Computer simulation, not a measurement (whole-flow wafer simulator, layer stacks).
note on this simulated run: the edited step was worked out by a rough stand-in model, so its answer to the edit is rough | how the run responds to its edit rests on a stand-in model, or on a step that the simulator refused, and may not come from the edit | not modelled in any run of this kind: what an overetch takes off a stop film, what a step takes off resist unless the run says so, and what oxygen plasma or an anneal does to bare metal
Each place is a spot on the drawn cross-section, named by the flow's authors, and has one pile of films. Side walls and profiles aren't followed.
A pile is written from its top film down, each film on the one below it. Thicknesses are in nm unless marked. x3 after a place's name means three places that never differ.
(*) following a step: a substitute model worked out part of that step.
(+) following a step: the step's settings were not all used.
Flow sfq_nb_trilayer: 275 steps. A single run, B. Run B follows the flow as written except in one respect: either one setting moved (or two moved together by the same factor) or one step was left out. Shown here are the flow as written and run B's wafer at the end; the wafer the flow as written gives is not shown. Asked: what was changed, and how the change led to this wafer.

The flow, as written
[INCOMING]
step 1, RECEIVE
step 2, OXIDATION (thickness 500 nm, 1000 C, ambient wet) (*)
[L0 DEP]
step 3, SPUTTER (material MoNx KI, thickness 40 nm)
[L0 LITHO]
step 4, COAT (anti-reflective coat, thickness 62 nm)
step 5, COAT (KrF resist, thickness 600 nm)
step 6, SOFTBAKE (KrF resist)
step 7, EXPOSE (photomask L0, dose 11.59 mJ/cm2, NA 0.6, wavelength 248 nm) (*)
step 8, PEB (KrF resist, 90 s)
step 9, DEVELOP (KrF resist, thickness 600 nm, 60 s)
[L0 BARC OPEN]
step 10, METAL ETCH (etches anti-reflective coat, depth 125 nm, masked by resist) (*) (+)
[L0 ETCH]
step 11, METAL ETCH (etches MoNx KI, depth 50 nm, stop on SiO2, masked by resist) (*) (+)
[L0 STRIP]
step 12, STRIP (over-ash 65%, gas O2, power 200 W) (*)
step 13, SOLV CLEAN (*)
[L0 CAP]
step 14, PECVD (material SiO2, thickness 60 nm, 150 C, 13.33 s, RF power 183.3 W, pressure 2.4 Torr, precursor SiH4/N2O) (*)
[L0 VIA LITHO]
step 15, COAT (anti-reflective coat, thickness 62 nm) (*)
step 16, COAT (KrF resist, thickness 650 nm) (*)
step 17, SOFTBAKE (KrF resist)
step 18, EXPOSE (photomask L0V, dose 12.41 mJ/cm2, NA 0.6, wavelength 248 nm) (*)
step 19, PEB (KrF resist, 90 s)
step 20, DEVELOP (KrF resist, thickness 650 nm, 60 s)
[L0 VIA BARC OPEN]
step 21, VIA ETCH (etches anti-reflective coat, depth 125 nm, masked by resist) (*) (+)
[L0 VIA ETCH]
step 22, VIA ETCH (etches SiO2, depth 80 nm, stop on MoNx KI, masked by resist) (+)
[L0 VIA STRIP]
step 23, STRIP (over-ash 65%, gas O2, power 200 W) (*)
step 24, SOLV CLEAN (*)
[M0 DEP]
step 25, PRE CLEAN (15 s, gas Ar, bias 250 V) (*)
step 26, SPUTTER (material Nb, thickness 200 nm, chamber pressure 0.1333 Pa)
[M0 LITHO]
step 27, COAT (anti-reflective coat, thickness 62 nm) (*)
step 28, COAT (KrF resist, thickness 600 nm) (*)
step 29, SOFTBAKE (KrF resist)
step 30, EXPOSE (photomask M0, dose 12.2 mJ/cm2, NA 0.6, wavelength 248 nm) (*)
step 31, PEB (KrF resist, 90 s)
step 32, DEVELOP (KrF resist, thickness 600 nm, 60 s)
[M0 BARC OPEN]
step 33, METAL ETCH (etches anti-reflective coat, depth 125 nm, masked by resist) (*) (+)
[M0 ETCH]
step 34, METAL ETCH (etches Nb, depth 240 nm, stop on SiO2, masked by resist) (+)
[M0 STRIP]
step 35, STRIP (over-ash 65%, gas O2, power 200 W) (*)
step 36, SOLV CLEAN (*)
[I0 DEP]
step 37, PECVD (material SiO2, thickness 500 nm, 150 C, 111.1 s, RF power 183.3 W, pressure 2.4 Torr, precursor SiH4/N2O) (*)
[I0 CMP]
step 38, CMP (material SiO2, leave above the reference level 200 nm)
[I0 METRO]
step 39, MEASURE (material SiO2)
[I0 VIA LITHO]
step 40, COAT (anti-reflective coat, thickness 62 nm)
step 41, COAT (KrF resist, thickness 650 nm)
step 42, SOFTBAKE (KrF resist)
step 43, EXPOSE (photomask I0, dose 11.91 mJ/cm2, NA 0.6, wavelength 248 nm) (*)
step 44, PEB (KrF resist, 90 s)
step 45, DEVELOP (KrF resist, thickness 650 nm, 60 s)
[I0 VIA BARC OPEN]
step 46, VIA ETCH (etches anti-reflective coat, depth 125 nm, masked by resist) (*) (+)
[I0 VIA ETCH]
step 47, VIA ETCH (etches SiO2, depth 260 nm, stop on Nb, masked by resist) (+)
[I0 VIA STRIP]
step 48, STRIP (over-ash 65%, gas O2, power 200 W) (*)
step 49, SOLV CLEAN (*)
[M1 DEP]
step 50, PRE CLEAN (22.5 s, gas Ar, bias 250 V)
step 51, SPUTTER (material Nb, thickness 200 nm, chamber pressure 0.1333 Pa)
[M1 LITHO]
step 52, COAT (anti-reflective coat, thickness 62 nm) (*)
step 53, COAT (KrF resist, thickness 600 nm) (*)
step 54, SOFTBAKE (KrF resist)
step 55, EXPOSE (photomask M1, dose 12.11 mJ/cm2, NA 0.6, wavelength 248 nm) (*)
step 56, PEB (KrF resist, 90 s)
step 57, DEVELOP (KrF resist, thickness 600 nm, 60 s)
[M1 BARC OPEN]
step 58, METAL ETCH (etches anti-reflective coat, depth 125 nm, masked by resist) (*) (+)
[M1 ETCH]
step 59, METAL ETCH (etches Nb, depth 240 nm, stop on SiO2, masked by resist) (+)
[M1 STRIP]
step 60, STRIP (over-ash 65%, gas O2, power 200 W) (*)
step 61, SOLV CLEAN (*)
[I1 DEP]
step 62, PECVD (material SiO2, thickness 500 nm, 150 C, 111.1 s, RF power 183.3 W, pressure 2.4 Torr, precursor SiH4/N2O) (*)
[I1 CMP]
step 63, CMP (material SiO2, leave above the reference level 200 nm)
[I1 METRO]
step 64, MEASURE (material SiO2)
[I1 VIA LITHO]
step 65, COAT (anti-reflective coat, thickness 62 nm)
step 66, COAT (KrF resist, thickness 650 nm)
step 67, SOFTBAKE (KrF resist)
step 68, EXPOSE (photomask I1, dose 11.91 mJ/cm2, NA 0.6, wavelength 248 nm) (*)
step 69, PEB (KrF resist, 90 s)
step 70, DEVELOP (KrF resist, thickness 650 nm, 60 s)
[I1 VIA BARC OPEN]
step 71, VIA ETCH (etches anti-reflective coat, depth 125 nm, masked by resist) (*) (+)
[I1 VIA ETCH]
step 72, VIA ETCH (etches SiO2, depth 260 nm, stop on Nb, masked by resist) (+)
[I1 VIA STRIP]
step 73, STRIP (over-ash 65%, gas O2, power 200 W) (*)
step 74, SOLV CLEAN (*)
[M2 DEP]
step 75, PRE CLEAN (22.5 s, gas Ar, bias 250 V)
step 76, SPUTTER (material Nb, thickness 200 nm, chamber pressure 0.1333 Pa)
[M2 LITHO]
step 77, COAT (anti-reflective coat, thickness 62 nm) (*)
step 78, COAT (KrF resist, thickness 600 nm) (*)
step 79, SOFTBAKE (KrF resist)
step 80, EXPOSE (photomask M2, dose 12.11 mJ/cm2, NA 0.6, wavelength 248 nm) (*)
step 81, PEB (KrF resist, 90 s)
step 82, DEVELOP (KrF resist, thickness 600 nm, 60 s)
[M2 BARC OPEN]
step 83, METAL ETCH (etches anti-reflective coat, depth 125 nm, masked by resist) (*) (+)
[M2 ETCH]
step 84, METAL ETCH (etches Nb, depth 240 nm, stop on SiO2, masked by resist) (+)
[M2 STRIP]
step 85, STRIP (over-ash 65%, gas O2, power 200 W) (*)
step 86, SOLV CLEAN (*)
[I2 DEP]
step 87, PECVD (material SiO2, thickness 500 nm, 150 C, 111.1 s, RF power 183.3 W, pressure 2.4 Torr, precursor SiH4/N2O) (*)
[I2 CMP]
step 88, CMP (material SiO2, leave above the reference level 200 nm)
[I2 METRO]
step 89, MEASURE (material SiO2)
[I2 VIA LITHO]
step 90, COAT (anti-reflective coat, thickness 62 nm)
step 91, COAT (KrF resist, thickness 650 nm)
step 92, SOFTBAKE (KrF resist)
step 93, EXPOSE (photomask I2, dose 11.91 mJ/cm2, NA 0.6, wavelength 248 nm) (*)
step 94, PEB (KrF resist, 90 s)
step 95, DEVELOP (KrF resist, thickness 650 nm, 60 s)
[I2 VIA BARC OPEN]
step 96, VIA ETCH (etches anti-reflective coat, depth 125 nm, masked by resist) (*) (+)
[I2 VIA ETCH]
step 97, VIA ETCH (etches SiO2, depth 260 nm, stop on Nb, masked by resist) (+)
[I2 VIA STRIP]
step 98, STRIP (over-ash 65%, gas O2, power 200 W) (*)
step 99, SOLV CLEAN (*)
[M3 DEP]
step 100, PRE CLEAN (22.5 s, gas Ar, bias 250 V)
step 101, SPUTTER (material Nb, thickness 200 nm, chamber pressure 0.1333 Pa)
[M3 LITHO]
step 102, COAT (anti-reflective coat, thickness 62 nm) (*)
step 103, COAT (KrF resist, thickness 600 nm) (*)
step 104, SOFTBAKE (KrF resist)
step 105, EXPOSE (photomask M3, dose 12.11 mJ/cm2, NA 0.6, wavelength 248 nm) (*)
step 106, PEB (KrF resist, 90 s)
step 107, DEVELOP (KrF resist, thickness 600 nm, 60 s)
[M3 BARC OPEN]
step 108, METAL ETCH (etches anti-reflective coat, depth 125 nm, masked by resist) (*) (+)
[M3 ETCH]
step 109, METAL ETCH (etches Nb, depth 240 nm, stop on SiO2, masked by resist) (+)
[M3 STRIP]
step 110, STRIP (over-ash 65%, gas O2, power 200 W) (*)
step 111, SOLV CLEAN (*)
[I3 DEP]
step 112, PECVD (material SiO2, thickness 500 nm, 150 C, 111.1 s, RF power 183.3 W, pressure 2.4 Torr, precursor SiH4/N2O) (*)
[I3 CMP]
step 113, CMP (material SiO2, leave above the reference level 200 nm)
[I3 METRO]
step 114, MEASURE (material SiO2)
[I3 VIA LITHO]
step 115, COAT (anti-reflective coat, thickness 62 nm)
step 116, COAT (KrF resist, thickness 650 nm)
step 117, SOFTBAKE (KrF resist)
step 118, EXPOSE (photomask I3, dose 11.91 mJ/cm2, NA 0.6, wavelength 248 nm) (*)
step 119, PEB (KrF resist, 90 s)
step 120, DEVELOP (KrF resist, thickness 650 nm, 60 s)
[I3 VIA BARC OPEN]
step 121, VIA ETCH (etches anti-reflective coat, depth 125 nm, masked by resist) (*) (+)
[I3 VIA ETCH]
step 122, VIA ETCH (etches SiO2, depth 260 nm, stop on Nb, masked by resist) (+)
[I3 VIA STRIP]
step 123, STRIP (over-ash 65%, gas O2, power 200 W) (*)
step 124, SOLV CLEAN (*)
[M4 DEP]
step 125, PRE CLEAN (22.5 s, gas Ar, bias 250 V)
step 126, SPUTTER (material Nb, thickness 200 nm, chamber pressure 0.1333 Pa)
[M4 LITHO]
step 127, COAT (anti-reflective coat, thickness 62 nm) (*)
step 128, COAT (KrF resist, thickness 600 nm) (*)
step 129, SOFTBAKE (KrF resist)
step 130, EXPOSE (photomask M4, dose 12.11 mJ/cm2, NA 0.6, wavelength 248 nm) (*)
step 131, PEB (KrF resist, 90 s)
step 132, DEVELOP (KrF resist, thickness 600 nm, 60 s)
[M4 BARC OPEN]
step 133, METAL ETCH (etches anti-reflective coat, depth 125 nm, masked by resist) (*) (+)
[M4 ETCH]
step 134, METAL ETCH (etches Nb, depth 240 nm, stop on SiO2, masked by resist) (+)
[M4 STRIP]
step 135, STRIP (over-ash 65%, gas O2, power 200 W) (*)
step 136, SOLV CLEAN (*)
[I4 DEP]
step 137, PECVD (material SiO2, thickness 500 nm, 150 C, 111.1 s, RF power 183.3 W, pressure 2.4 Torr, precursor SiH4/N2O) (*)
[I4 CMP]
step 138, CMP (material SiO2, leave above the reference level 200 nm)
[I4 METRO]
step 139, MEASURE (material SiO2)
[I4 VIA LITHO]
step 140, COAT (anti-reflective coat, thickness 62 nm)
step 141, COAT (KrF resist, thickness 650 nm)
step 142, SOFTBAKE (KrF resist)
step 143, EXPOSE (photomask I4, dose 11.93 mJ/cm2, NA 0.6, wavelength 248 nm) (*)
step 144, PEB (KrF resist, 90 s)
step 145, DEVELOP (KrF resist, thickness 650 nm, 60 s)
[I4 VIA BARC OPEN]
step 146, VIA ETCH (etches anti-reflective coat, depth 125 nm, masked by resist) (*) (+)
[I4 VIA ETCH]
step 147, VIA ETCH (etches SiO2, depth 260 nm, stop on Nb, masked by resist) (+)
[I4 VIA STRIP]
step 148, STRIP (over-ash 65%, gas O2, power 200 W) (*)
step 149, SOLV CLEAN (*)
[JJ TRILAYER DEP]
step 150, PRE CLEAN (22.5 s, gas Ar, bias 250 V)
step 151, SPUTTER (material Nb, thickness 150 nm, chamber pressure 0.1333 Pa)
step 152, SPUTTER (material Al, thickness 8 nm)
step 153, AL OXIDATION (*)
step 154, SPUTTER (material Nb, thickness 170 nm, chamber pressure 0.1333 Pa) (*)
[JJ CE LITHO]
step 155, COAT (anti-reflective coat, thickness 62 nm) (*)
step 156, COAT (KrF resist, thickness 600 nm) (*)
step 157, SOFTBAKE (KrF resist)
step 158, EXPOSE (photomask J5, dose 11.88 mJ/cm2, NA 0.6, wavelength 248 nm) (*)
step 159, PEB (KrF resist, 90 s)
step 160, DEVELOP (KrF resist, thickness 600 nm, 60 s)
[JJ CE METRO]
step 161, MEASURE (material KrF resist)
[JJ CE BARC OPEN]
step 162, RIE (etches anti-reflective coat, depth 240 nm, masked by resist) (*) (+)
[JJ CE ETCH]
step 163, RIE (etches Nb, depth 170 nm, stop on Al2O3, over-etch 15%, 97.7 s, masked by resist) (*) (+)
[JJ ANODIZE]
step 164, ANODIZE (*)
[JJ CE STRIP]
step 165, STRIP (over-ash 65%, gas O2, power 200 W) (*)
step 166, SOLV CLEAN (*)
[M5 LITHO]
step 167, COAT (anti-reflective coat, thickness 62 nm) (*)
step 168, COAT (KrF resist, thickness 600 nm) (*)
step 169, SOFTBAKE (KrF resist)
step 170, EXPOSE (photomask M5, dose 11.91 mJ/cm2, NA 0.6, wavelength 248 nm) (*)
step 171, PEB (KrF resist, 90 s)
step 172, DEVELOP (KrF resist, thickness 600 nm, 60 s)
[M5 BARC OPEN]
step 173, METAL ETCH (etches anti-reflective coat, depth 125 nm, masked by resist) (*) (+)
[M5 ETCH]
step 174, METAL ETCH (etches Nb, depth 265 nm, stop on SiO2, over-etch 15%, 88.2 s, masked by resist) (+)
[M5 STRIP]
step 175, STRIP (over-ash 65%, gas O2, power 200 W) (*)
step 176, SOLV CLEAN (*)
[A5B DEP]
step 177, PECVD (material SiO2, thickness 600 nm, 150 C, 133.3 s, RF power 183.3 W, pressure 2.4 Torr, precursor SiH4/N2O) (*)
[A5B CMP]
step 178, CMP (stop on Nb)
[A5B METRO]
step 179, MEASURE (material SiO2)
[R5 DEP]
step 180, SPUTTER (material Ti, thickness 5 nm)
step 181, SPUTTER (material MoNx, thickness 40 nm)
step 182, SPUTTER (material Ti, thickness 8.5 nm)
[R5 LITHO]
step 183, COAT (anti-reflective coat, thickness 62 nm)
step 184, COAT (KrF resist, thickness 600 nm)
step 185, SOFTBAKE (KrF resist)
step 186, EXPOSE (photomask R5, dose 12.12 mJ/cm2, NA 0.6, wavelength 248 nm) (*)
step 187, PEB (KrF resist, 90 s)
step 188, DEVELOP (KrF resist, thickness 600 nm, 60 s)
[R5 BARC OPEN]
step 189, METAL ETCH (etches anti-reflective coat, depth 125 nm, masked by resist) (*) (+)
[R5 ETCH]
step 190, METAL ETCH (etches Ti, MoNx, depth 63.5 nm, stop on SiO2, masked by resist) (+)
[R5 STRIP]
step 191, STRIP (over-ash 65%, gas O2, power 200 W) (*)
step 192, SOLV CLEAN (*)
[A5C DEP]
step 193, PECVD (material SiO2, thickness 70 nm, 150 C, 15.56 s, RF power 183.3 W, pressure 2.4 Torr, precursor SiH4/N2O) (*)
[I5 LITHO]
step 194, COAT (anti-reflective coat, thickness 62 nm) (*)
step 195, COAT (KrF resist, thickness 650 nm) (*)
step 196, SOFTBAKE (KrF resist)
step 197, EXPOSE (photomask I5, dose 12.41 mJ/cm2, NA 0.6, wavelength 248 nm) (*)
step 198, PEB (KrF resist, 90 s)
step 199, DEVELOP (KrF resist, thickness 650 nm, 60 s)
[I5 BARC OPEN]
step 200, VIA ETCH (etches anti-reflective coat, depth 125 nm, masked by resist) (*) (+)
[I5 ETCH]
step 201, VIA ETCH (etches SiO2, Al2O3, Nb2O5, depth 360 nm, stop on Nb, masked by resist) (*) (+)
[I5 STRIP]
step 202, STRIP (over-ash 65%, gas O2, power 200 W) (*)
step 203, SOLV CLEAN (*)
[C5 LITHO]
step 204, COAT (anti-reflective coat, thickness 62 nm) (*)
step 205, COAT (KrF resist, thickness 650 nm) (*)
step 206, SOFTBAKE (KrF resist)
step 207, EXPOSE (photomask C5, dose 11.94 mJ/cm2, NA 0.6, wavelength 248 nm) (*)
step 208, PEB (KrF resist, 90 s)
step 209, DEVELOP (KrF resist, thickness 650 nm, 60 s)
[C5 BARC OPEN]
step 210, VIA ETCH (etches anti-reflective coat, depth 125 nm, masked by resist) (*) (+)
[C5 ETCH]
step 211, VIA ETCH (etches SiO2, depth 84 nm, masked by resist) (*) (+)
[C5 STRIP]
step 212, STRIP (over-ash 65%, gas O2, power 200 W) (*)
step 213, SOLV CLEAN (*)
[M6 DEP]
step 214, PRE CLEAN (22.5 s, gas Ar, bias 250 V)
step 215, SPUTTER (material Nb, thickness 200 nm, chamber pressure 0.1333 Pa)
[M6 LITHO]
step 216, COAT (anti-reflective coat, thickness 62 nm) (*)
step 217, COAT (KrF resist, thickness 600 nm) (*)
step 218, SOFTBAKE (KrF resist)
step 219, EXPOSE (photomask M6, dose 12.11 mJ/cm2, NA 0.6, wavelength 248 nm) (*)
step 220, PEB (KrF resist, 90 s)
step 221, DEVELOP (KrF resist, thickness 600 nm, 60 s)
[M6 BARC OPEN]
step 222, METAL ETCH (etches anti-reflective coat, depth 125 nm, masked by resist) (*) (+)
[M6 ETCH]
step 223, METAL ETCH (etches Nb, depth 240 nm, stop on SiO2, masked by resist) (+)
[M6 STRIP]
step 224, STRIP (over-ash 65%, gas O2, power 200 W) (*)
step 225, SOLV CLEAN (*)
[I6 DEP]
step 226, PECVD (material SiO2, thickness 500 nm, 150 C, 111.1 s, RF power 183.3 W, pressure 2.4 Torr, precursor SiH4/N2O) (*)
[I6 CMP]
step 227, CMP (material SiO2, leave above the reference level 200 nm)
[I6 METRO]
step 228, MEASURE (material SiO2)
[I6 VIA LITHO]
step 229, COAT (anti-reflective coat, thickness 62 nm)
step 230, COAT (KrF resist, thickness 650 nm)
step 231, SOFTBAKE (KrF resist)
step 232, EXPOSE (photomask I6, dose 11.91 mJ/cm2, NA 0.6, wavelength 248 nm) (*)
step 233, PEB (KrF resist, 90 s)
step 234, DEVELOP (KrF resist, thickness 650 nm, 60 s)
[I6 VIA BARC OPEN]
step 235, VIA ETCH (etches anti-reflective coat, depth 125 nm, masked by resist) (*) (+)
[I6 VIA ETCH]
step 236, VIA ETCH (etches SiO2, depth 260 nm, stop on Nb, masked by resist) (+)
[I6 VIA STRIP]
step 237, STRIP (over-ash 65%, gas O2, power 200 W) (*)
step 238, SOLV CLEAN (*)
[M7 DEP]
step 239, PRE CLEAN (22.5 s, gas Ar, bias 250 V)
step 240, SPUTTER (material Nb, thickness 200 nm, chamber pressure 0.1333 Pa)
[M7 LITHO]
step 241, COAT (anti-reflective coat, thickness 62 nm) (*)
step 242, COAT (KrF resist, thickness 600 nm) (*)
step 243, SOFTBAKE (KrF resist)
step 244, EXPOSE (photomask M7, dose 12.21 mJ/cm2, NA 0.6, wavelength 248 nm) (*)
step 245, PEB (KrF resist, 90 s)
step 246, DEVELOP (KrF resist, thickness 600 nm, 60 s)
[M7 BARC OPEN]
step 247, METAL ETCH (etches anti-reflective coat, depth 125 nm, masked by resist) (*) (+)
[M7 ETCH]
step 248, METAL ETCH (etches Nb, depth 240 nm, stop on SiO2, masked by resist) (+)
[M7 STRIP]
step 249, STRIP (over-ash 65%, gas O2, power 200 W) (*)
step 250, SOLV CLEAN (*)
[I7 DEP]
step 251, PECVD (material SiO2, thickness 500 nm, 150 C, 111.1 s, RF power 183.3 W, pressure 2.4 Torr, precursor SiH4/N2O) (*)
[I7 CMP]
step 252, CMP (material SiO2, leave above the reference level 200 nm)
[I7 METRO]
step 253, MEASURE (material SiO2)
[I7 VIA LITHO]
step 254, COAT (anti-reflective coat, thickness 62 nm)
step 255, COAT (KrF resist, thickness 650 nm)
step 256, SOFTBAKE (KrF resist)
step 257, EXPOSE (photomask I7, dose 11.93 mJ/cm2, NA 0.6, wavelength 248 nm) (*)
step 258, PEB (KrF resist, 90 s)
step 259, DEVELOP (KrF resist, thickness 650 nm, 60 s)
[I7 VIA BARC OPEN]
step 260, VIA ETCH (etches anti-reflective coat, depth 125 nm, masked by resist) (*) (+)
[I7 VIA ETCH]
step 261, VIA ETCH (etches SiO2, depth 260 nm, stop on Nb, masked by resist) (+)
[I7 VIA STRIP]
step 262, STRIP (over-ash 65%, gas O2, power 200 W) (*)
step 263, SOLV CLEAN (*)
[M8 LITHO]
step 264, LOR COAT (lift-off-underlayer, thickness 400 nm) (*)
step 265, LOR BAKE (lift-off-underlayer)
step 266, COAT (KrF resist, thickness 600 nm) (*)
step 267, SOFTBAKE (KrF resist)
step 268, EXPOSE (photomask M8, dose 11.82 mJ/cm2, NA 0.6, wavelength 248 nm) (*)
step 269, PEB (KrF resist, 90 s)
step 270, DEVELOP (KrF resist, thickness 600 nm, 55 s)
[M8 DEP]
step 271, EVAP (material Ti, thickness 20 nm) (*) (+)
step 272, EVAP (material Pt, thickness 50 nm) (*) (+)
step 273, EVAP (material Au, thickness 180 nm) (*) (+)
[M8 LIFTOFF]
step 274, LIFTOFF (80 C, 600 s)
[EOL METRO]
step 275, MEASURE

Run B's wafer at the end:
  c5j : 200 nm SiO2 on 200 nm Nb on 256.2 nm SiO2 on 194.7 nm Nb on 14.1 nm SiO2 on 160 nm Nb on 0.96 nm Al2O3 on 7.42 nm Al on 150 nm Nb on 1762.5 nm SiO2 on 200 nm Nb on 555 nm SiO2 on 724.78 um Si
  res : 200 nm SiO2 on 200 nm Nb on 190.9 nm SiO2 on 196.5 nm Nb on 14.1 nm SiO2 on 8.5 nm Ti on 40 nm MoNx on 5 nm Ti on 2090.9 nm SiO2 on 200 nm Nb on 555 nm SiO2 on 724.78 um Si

Cause: step 211, VIA ETCH: depth 48.3 nm was run, whereas the flow has depth 84 nm.

Step by step, how the change led to this:
  step 211, VIA ETCH (etches SiO2, depth 84 nm, masked by resist) (*) (+)
      c5j: -48.3 SiO2 (in the flow as written it would be: -69.9 SiO2 (all of it), -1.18 Nb)
      res: -48.3 SiO2 (in the flow as written it would be: -69.9 SiO2 (all of it))
      (and at 104 other places as well)
  step 214, PRE CLEAN (22.5 s, gas Ar, bias 250 V)
      c5j: -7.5 SiO2 (in the flow as written it would be: -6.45 Nb)
      res: -7.5 SiO2 (in the flow as written it would be: -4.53 Ti)
  step 215, SPUTTER (material Nb, thickness 200 nm, chamber pressure 0.1333 Pa)
      c5j: +194.7 Nb (new film) (in the flow as written it would be: +188.4 Nb)
  step 216, COAT (anti-reflective coat, thickness 62 nm) (*)
      ce_l: +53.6 anti-reflective coat (new film) (in the flow as written it would be: +48 anti-reflective coat (new film))
      c5j: +95 anti-reflective coat (new film) (in the flow as written it would be: +110.7 anti-reflective coat (new film))
      (and at 4 other places as well)
  step 224, STRIP (over-ash 65%, gas O2, power 200 W) (*)
      ce_l: -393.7 KrF resist (all of it), -53.6 anti-reflective coat (all of it) (in the flow as written it would be: -397.1 KrF resist (all of it), -48 anti-reflective coat (all of it))
      c5j: -408.6 KrF resist (all of it), -95 anti-reflective coat (all of it) (in the flow as written it would be: -418.3 KrF resist (all of it), -110.7 anti-reflective coat (all of it))
      (and at 4 other places as well)
  step 226, PECVD (material SiO2, thickness 500 nm, 150 C, 111.1 s, RF power 183.3 W, pressure 2.4 Torr, precursor SiH4/N2O) (*)
      c5j: +500 SiO2 (new film) (in the flow as written it would be: +514.7 SiO2 (new film))
  step 227, CMP (material SiO2, leave above the reference level 200 nm)
      c5j: -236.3 SiO2 (in the flow as written it would be: -223 SiO2)
      res: -301.6 SiO2 (in the flow as written it would be: -279.4 SiO2)
If metal films that touch count as one body, c5j has 5 bodies (between them, from the top down: SiO2 256.2; SiO2 14.1; Al2O3 0.96; SiO2 1762.5); the flow as written gives 4 bodies (between them, from the top down: SiO2 284.2; Al2O3 0.96; SiO2 1762.5).
If metal films that touch count as one body, res has 4 bodies (between them, from the top down: SiO2 190.9; SiO2 14.1; SiO2 2090.9); the flow as written gives 3 bodies (between them, from the top down: SiO2 213.1; SiO2 2090.9).
